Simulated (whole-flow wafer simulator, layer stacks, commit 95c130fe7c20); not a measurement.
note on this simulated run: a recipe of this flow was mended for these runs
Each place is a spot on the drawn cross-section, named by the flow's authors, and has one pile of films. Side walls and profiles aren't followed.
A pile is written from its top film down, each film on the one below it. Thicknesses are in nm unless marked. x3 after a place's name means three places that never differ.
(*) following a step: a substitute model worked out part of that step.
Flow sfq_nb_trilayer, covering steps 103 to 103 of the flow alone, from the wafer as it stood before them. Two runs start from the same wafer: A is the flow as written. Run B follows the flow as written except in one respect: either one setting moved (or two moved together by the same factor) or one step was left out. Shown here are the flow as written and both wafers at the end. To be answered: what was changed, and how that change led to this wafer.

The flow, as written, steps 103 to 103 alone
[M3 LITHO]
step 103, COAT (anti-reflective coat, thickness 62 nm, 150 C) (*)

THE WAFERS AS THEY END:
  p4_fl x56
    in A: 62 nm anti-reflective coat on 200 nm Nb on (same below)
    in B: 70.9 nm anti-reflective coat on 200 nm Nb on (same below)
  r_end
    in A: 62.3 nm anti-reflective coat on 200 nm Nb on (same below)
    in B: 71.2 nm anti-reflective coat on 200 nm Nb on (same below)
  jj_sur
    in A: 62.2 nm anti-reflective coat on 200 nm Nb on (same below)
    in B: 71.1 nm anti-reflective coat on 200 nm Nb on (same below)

The reason: step 103, COAT: thickness 70.9 nm was run, whereas the flow has thickness 62 nm.
The wafer lets one read it off: p4_fl x56 has anti-reflective coat 70.9, and step 103 as written asks for 62 nm.

The path from the change to this, step by step:
  step 103, COAT (anti-reflective coat, thickness 62 nm, 150 C) (*)
      p4_fl x56, wl_j_sl x15, wl_d_m1, l0r_line_l x3, m0r_space_l x2: A +62 anti-reflective coat (new film) | B +70.9 anti-reflective coat (new film)
      r_end, moat, field_r and 7 more: A +62.3 anti-reflective coat (new film) | B +71.2 anti-reflective coat (new film)
      (also at 19 further places)
